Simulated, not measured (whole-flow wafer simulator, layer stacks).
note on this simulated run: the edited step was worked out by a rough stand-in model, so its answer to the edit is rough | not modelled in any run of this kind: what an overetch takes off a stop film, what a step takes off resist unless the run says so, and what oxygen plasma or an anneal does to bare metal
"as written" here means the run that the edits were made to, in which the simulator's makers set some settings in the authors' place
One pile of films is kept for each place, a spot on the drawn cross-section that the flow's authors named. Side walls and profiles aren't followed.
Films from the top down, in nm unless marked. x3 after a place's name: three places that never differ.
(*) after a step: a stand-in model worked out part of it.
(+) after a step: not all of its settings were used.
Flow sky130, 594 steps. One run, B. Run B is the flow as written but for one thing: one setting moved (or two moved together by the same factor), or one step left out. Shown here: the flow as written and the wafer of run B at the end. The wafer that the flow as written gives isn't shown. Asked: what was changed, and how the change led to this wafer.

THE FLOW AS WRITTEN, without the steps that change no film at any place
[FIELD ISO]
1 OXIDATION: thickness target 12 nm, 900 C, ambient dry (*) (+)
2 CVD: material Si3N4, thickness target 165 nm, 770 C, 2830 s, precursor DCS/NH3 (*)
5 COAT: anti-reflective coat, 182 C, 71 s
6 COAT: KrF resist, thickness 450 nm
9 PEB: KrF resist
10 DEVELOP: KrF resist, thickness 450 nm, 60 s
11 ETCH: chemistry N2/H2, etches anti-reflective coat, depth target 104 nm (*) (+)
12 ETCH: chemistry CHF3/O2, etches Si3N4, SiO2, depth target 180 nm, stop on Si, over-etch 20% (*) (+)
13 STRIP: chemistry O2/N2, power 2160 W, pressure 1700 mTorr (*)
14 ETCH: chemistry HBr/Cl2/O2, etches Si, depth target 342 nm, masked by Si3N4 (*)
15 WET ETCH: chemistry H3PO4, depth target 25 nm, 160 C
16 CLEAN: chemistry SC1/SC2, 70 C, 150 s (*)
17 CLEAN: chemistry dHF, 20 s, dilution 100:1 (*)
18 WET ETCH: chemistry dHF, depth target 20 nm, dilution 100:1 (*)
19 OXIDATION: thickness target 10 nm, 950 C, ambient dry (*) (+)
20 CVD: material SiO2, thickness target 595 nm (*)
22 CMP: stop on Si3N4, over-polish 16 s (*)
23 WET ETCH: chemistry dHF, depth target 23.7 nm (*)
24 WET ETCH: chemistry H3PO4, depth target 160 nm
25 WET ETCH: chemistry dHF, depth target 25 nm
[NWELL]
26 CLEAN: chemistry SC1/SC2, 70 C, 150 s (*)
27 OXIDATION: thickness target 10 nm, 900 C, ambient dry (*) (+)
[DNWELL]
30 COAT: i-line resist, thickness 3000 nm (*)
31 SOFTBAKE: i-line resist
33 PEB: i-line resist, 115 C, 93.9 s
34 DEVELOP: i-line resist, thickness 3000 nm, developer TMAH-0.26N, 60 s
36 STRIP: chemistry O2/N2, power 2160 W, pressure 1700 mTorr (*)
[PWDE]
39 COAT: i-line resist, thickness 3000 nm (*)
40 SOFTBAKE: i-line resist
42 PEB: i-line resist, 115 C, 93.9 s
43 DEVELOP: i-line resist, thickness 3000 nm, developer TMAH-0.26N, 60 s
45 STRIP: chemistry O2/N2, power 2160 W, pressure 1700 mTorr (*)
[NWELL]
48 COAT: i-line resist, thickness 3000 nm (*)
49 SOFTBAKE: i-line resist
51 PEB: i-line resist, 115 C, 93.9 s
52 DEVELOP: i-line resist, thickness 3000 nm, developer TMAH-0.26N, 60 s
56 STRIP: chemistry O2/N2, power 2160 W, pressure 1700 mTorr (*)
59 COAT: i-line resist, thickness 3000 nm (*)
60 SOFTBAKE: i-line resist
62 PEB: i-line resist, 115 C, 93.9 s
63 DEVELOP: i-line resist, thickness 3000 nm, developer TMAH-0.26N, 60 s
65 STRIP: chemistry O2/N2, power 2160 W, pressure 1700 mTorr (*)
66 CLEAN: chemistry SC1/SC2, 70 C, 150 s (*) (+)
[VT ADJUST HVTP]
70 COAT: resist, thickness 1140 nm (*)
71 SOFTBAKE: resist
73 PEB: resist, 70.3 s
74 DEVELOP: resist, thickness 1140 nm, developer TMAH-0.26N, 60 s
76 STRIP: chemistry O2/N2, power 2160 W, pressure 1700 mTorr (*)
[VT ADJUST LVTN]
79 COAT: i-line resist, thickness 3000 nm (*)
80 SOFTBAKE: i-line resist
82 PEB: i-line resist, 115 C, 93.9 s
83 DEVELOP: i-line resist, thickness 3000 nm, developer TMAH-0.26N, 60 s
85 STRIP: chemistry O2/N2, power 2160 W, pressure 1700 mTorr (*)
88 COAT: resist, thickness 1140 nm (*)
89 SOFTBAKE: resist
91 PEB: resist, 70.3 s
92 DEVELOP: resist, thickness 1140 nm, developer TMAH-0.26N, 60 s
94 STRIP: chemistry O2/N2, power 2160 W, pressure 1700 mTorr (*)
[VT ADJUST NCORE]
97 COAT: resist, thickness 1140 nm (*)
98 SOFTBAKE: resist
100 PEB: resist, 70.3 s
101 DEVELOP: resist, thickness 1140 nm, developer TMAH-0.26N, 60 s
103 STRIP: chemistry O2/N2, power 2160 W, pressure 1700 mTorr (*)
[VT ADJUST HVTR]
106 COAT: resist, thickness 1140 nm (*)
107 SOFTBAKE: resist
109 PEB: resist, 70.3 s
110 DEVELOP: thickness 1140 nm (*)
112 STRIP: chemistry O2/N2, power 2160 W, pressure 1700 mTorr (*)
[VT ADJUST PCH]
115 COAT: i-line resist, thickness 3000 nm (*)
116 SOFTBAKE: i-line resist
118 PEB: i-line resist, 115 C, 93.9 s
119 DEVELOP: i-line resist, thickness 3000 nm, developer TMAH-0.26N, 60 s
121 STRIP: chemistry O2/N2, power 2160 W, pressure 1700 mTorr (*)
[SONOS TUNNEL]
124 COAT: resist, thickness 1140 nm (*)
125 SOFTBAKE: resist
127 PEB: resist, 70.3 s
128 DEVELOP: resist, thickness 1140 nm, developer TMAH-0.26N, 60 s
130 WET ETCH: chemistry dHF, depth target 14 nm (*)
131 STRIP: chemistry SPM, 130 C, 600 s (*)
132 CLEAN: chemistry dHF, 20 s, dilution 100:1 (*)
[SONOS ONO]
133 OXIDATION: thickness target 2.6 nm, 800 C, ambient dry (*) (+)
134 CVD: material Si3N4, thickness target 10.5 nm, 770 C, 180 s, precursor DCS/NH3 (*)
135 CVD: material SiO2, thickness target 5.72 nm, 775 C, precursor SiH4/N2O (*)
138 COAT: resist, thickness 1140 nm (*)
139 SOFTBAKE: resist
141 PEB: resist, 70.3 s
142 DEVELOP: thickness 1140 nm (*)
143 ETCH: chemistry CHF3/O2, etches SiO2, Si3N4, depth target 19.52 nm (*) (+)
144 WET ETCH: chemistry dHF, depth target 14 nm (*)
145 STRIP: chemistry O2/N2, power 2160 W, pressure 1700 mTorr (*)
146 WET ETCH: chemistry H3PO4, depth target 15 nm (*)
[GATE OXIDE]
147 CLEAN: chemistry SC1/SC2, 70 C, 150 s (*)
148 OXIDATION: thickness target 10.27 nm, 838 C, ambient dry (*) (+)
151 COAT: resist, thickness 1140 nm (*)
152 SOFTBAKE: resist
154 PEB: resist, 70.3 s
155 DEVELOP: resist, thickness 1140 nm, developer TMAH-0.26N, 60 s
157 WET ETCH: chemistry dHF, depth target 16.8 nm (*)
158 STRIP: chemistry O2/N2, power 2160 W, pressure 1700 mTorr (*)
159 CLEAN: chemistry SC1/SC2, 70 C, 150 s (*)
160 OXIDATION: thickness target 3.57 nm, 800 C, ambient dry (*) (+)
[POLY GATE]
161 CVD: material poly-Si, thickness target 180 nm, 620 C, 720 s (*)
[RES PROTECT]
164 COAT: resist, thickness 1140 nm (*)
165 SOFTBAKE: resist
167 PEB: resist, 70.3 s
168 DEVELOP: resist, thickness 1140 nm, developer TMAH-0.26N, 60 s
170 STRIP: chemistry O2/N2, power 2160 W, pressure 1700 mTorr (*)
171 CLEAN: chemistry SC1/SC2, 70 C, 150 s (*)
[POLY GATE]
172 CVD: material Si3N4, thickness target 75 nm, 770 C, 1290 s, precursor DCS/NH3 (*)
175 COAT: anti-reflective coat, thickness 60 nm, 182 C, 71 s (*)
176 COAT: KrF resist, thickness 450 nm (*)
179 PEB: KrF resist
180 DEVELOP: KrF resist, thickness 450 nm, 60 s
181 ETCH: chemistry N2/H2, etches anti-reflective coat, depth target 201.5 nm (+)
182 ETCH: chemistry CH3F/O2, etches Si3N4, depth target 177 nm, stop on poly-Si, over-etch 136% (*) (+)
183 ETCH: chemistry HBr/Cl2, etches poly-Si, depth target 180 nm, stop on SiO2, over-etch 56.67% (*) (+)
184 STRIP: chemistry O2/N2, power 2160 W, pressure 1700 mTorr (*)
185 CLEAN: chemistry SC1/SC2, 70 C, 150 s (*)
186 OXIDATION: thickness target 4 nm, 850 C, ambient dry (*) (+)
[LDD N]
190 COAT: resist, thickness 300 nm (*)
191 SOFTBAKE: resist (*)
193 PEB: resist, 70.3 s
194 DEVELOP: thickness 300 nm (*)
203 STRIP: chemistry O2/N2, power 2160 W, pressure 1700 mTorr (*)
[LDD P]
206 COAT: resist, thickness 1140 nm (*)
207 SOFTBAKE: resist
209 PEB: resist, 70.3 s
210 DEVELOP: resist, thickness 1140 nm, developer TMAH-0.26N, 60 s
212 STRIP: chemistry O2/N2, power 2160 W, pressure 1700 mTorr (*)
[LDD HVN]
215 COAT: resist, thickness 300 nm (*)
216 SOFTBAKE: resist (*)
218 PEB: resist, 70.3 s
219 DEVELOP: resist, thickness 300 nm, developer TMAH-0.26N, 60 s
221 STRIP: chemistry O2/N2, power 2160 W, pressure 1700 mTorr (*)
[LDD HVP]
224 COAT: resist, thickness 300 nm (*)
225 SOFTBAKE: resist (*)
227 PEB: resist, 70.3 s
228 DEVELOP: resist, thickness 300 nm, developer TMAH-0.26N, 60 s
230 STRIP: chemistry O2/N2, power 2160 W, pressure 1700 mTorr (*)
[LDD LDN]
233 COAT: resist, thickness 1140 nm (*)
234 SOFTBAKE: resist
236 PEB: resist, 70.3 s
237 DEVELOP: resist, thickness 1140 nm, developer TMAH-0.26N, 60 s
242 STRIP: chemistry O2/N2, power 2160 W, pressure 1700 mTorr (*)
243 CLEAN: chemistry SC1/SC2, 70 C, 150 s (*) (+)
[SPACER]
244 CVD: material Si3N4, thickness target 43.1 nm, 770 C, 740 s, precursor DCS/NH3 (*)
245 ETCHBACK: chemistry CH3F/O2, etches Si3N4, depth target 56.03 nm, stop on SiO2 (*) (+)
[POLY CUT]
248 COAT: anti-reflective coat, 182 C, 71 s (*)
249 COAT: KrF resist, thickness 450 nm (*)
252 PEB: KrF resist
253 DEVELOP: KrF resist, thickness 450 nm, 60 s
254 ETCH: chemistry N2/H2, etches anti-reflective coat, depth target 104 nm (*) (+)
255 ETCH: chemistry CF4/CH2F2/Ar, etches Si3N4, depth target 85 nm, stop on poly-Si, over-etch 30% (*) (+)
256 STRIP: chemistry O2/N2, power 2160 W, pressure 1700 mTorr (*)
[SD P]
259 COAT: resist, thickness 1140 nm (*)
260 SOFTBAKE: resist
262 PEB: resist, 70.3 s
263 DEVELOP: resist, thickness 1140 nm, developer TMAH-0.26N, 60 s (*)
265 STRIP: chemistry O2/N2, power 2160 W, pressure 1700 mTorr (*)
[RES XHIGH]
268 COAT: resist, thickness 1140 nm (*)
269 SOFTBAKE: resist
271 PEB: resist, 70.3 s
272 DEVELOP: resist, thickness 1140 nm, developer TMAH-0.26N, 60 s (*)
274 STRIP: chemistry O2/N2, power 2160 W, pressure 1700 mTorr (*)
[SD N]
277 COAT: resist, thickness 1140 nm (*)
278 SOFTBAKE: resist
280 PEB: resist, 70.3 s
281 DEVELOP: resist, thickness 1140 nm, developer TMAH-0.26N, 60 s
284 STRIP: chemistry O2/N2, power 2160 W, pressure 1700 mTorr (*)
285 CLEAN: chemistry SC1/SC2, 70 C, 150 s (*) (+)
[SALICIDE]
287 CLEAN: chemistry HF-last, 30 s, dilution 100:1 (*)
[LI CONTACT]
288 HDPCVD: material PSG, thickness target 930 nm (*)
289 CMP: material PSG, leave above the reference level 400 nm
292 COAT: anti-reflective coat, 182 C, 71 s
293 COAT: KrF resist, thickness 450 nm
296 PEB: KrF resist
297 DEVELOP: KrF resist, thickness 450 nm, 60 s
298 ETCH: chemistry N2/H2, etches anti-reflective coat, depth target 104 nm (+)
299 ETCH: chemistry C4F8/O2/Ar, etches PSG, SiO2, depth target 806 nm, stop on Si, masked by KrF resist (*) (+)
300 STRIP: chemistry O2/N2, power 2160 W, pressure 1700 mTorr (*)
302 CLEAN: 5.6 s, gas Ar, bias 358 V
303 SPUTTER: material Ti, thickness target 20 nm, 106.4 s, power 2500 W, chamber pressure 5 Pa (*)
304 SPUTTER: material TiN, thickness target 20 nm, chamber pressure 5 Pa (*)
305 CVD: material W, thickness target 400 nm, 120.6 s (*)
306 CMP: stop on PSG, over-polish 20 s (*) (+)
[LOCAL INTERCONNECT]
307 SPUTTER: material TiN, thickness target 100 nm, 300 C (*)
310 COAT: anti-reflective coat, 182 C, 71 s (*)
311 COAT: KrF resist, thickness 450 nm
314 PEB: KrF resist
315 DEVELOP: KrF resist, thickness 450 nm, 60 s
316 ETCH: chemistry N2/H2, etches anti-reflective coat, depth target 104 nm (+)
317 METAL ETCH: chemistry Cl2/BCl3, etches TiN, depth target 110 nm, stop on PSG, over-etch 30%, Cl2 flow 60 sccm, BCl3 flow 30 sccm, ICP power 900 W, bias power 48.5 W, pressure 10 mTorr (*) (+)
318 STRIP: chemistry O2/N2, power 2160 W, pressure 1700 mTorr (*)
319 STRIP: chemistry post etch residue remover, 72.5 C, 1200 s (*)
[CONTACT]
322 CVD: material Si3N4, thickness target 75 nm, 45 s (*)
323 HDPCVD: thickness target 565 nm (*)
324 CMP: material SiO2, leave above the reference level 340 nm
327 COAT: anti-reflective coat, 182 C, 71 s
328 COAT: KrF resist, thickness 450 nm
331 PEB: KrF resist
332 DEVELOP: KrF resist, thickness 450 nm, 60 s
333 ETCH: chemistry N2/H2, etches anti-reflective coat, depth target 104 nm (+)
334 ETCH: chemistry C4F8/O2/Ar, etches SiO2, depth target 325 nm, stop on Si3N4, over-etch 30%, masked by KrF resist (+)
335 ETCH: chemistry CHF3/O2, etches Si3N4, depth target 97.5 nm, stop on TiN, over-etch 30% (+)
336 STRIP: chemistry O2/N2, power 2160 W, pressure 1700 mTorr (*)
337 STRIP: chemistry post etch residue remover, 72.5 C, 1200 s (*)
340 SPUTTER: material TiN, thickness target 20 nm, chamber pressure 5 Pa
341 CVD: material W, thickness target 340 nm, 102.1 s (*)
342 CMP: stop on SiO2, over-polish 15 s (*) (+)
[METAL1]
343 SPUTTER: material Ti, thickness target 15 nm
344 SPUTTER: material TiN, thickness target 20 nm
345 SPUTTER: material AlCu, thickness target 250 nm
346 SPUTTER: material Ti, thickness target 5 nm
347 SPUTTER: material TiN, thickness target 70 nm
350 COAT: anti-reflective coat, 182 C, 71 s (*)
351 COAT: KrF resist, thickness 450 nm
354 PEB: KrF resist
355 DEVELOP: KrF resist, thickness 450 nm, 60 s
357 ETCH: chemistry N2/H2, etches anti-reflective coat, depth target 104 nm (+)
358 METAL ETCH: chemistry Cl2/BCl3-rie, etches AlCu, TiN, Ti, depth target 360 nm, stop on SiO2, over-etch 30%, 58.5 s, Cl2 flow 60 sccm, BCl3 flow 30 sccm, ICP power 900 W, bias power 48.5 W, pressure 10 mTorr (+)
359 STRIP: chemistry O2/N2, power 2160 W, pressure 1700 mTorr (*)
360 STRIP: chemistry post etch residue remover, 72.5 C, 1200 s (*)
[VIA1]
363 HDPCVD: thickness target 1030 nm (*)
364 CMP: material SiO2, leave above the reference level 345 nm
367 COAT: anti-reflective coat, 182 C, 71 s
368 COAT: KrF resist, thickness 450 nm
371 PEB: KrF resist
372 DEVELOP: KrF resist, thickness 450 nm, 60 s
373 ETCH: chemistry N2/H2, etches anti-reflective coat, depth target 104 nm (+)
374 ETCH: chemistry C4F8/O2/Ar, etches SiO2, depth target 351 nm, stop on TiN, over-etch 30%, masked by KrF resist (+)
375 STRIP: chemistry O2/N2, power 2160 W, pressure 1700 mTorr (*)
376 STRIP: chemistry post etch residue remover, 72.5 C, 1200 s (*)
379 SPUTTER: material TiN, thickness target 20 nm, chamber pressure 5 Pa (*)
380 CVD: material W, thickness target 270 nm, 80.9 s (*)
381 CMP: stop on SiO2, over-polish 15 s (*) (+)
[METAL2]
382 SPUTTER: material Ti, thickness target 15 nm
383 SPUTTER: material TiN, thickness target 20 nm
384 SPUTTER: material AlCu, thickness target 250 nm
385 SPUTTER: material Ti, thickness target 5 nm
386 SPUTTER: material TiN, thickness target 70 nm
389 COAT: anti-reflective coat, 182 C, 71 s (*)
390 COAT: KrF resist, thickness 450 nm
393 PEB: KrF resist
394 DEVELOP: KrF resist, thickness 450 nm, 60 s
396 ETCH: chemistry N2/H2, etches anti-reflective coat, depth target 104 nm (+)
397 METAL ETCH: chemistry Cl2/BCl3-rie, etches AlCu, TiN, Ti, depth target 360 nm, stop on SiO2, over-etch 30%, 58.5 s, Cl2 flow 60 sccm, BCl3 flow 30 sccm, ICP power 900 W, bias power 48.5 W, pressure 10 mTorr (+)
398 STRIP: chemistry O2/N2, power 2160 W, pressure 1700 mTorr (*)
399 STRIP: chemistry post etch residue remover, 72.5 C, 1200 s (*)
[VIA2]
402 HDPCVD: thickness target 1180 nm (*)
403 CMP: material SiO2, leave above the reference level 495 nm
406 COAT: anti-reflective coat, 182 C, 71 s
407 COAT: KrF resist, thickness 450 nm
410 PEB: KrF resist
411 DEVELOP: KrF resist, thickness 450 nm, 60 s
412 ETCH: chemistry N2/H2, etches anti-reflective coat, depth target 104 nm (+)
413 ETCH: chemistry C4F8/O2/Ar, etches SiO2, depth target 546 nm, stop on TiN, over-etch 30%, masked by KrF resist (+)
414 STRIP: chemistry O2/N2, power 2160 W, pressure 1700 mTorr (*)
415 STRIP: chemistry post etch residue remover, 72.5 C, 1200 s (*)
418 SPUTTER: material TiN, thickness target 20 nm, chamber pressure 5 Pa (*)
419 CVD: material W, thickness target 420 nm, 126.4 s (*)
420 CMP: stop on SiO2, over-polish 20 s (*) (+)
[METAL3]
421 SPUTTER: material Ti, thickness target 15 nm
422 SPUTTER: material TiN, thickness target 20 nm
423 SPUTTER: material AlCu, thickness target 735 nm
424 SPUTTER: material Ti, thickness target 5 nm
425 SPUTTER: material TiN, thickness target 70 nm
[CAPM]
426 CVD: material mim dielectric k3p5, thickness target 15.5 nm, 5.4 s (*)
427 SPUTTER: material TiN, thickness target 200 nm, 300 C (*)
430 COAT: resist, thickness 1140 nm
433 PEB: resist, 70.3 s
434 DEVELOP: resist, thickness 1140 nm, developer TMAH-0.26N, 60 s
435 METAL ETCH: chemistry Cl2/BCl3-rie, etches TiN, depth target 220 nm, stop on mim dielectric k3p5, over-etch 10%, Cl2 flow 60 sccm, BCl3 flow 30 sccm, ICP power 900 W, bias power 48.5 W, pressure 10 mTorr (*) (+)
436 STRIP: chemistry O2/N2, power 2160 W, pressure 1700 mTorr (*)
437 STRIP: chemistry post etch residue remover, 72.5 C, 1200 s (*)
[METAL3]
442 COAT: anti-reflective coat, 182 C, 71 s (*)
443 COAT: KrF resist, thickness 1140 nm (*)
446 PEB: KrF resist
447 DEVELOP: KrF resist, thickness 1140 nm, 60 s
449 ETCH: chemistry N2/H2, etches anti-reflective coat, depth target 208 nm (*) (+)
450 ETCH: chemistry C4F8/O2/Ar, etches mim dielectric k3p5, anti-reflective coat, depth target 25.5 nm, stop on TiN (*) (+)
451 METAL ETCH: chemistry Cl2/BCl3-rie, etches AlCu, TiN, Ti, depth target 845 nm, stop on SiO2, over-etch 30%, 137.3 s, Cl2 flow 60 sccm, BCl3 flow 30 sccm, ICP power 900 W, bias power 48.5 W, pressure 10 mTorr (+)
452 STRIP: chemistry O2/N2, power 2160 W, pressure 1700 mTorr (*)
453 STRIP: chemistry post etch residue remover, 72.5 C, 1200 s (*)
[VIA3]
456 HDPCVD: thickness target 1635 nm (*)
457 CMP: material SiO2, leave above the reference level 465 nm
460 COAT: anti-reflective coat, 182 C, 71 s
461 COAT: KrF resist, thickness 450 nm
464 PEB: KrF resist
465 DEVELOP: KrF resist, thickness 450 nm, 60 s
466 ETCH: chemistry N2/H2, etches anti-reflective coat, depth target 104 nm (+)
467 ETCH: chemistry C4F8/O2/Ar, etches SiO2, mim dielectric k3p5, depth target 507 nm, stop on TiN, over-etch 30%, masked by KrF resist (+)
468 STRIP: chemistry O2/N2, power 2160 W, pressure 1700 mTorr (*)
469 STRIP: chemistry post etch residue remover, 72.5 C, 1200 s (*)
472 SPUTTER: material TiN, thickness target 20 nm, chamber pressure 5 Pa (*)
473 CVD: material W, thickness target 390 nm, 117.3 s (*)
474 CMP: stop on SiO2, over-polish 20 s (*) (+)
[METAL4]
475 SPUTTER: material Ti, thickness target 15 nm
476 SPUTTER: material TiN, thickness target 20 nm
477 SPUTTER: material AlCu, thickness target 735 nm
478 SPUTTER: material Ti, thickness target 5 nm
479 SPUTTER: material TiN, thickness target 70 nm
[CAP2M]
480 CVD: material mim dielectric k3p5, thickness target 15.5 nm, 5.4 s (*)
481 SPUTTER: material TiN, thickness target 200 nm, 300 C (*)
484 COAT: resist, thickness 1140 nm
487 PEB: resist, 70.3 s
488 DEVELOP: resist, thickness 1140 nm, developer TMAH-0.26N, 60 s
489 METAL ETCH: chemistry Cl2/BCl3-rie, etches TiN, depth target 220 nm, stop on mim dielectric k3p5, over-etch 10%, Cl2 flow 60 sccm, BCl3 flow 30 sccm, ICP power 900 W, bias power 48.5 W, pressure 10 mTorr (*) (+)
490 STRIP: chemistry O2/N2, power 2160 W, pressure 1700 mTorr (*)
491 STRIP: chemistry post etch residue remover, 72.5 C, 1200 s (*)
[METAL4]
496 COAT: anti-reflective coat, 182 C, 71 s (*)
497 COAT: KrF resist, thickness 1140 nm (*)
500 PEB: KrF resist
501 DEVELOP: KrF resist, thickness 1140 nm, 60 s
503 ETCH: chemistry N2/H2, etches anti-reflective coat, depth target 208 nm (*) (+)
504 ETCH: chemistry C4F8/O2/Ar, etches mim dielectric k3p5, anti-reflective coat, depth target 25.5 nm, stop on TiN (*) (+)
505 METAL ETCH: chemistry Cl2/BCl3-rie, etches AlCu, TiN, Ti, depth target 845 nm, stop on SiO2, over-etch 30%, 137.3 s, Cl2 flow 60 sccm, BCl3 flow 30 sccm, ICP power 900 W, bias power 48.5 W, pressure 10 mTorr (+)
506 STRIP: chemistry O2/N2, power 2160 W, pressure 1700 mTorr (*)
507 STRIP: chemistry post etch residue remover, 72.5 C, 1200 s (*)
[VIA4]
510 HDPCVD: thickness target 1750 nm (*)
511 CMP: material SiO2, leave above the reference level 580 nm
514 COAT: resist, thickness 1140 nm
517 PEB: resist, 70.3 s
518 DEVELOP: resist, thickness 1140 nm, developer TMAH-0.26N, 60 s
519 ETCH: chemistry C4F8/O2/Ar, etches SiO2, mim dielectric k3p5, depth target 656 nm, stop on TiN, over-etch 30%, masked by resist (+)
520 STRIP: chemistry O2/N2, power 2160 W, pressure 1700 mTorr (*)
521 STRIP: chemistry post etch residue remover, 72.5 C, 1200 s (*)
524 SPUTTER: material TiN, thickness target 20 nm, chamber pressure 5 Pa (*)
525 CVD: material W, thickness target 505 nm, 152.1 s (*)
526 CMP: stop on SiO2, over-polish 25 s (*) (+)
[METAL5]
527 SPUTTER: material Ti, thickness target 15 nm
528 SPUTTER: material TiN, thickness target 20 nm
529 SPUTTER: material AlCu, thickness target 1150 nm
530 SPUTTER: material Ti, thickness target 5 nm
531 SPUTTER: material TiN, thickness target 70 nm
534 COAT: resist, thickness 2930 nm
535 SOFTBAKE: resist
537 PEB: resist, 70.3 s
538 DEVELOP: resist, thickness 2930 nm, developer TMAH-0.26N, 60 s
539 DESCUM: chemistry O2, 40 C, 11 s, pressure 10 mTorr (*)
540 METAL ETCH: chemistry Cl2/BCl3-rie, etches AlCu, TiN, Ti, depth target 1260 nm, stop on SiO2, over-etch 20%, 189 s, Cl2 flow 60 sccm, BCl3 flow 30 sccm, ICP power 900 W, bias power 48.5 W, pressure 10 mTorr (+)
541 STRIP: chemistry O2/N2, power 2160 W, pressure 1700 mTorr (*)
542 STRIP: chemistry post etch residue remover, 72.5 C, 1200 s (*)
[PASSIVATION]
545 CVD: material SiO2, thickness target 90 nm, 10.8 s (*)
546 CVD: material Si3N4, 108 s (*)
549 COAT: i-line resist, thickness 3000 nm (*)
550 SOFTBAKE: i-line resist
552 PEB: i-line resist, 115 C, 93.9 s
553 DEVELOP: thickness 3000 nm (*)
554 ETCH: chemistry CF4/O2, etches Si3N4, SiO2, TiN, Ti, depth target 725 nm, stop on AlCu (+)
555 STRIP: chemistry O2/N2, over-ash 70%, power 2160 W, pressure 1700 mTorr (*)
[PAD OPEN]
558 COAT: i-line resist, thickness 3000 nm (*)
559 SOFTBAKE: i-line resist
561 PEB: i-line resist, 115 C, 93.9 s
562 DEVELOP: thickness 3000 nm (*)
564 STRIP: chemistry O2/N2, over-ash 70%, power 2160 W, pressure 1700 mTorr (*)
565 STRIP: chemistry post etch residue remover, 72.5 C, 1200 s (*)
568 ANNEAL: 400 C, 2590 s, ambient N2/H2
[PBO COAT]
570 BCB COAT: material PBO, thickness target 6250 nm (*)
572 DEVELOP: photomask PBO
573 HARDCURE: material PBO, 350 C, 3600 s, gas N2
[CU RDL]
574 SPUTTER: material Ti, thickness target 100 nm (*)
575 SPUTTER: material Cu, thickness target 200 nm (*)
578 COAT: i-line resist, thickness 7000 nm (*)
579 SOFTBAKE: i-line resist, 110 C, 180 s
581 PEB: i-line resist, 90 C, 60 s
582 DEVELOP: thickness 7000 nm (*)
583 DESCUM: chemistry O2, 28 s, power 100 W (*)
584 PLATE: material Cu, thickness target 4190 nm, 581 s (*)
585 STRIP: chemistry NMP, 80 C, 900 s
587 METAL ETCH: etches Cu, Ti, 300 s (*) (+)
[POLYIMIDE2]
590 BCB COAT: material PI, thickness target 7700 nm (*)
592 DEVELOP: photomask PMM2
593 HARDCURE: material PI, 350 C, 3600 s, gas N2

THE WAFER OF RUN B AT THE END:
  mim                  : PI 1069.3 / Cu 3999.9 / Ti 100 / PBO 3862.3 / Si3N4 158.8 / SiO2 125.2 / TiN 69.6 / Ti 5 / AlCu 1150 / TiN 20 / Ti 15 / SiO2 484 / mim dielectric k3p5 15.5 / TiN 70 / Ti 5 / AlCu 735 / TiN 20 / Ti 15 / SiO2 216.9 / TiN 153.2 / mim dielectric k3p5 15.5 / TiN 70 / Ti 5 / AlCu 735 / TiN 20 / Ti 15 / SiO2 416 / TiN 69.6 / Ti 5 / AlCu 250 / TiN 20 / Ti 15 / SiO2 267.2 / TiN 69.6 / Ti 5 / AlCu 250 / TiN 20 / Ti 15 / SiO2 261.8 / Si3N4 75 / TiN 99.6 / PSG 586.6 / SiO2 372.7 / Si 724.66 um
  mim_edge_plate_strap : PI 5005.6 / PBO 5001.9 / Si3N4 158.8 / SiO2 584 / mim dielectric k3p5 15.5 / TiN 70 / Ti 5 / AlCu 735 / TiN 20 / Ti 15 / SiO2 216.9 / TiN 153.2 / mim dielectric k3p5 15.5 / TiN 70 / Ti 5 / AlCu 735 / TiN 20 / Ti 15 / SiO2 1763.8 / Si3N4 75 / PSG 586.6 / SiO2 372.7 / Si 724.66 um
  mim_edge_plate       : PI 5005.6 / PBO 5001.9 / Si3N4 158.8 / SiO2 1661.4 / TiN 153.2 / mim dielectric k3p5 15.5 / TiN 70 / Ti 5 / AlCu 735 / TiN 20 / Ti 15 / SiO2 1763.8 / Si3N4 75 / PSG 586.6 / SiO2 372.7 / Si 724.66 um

The cause: step 427, SPUTTER: thickness target 154 nm was run, where the flow has thickness target 200 nm.

How the change led to this, step by step:
  427 SPUTTER: material TiN, thickness target 200 nm, 300 C (*)
      field, active, n_well and 188 more: TiN +154 (new film) (as written it would be: TiN +200 (new film))
  435 METAL ETCH: chemistry Cl2/BCl3-rie, etches TiN, depth target 220 nm, stop on mim dielectric k3p5, over-etch 10%, Cl2 flow 60 sccm, BCl3 flow 30 sccm, ICP power 900 W, bias power 48.5 W, pressure 10 mTorr (*) (+)
      field, active, n_well and 185 more: TiN -154 (all of it) (as written it would be: TiN -200 (all of it))
      mim, mim_edge_plate_strap, mim_edge_plate: resist -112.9 (as written it would be: resist -146.7)
  436 STRIP: chemistry O2/N2, power 2160 W, pressure 1700 mTorr (*)
      mim, mim_edge_plate_strap, mim_edge_plate: resist -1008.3 (all of it) (as written it would be: resist -974.6 (all of it))
  442 COAT: anti-reflective coat, 182 C, 71 s (*)
      rpm_encl, rpm_encl_psd, rpm_encl_urpm: anti-reflective coat +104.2 (new film) (as written it would be: anti-reflective coat +101.2 (new film))
      poly_licon, rpo_hd_licon: anti-reflective coat +70.3 (new film) (as written it would be: anti-reflective coat +57.6 (new film))
      (and at 6 more places)
  443 COAT: KrF resist, thickness 1140 nm (*)
      mim_edge_plate_strap, mim_edge_plate: KrF resist +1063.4 (new film) (as written it would be: KrF resist +1017.4 (new film))
      mim: KrF resist +1066.7 (new film) (as written it would be: KrF resist +1025.5 (new film))
  449 ETCH: chemistry N2/H2, etches anti-reflective coat, depth target 208 nm (*) (+)
      rpm_encl, rpm_encl_psd, rpm_encl_urpm: anti-reflective coat -104.2 (all of it) (as written it would be: anti-reflective coat -101.2 (all of it))
      poly_licon, rpo_hd_licon: anti-reflective coat -70.3 (all of it) (as written it would be: anti-reflective coat -57.6 (all of it))
      (and at 3 more places)
  452 STRIP: chemistry O2/N2, power 2160 W, pressure 1700 mTorr (*)
      mim_edge_plate_strap, mim_edge_plate: KrF resist -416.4 (all of it), anti-reflective coat -3 (all of it) (as written it would be: KrF resist -370.5 (all of it), anti-reflective coat -3 (all of it))
      mim: KrF resist -419.7 (all of it), anti-reflective coat -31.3 (all of it) (as written it would be: KrF resist -378.7 (all of it), anti-reflective coat -40.4 (all of it))
      (and at 2 more places)
  457 CMP: material SiO2, leave above the reference level 465 nm
      mim, mim_edge_plate_strap, mim_edge_plate: SiO2 -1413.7 (as written it would be: SiO2 -1459.7)
